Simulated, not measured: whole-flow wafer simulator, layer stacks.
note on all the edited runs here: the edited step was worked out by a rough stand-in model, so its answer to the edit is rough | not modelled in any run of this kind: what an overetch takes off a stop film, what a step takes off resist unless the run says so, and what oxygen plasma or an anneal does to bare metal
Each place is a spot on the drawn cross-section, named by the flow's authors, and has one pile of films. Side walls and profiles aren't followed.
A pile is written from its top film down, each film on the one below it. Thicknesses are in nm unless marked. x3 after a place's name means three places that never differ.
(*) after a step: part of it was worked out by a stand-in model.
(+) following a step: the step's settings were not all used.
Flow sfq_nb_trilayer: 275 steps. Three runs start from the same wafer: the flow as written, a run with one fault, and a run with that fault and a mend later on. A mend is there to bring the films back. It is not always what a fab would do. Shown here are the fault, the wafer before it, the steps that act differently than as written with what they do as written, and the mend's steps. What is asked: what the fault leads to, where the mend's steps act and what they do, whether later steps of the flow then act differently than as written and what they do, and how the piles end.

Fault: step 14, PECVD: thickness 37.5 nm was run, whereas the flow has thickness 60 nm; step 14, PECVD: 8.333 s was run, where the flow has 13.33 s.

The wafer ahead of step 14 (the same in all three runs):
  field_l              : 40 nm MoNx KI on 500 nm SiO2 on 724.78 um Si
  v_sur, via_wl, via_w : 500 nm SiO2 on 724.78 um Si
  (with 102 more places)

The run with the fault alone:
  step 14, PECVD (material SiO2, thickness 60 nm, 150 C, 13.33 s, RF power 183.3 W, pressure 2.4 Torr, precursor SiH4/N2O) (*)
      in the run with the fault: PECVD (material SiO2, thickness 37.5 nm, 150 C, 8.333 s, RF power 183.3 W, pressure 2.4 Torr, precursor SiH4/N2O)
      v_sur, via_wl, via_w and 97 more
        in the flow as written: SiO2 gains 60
        in the run with the fault: SiO2 gains 37.5
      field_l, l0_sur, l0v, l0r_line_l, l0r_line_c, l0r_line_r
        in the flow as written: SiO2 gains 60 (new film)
        in the run with the fault: SiO2 gains 37.5 (new film)
  Steps later in the flow that act otherwise than as written (10 more steps, not shown, differ only slightly: by at most 2% or 0.5 nm, whichever is larger):
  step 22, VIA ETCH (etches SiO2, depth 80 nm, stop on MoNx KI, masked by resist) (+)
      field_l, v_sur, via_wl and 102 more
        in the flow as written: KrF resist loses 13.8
        in the run with the fault: KrF resist loses 9.66
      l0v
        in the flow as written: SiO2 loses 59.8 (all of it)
        in the run with the fault: SiO2 loses 37.3 (all of it)
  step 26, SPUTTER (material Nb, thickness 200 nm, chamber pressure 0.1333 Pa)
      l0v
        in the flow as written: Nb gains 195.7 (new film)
        in the run with the fault: Nb gains 200 (new film)
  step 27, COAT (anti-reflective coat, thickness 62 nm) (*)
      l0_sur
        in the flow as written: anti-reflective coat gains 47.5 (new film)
        in the run with the fault: anti-reflective coat gains 50 (new film)
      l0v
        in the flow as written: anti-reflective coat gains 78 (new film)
        in the run with the fault: anti-reflective coat gains 70.8 (new film)
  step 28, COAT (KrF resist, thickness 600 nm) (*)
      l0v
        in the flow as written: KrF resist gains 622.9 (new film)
        in the run with the fault: KrF resist gains 608.7 (new film)
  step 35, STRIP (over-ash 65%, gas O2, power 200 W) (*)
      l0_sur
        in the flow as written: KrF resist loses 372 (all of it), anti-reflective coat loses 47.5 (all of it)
        in the run with the fault: KrF resist loses 373.4 (all of it), anti-reflective coat loses 50 (all of it)
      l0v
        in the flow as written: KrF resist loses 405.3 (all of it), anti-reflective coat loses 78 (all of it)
        in the run with the fault: KrF resist loses 391 (all of it), anti-reflective coat loses 70.8 (all of it)
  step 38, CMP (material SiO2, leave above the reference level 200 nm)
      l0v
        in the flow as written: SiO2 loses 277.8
        in the run with the fault: SiO2 loses 304.6
  At field_l, v_sur, via_wl and 100 more, the piles at the end differ from the flow's by more than 2% or 0.5 nm, whichever is larger.
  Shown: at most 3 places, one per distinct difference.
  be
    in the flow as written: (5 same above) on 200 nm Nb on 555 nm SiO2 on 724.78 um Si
    in the run with the fault: (5 same above) on 200 nm Nb on 532.5 nm SiO2 on 724.78 um Si
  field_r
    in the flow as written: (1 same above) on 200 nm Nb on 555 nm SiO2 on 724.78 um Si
    in the run with the fault: (1 same above) on 200 nm Nb on 532.5 nm SiO2 on 724.78 um Si
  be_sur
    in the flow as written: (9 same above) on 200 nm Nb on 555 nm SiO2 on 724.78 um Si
    in the run with the fault: (9 same above) on 200 nm Nb on 532.5 nm SiO2 on 724.78 um Si

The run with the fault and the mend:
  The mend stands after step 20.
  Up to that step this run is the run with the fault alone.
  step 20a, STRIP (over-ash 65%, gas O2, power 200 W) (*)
      p4_fl x3, p4_w1 x9, p4_g1 x2 and 59 more
        KrF resist loses 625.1 (all of it), anti-reflective coat loses 62 (all of it)
      jj_sur, ce_l, c5j, ce_r, sp_r, be_r, r_sur
        KrF resist loses 632 (all of it), anti-reflective coat loses 63.7 (all of it)
      gap, res, r_end
        KrF resist loses 632.1 (all of it), anti-reflective coat loses 63.7 (all of it)
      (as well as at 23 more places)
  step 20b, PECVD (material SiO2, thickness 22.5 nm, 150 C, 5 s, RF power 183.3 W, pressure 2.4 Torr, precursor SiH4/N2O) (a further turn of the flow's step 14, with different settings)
      field_l, v_sur, via_wl and 103 more
        SiO2 gains 22.5
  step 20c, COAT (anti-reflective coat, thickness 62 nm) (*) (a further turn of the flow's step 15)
      p4_fl x3, p4_w1 x9, p4_g1 x2 and 59 more
        anti-reflective coat gains 62 (new film)
      be_sur, gap, jj_sur and 8 more
        anti-reflective coat gains 63.7 (new film)
      wire, be, moat, field_r, lsp_l
        anti-reflective coat gains 63.8 (new film)
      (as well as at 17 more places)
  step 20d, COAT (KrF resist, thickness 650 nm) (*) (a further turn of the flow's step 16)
      p4_fl x3, p4_w1 x9, p4_g1 x2 and 59 more
        KrF resist gains 650 (new film)
      jj_sur, ce_l, c5j, ce_r, sp_r, be_r, r_sur
        KrF resist gains 656.9 (new film)
      v_sur, via_wr
        KrF resist gains 659.5 (new film)
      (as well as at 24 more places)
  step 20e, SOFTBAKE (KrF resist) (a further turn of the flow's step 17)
      does not change any film at any place that is followed
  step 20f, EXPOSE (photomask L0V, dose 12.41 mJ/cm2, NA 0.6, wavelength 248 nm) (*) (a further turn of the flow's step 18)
      does not change any film at any place that is followed
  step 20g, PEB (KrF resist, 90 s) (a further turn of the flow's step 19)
      p4_fl x3, p4_w1 x9, p4_g1 x2 and 59 more
        KrF resist loses 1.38
      via_v, wire, be and 15 more
        KrF resist loses 1.39
      v_sur, via_w, via_wr, via_sp, lsp_m, ln_m6, lsp_r
        KrF resist loses 1.4
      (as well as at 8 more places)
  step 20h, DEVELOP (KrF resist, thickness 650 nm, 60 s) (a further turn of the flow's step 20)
      field_l, v_sur, via_wl and 102 more
        KrF resist loses 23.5
      l0v
        KrF resist loses 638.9 (all of it)
  None of the later steps of the flow differs from how it acts as written, at any place that is followed, by more than 2% or 0.5 nm, whichever is larger.
  At every place that both follow, the piles at the end match the flow's.
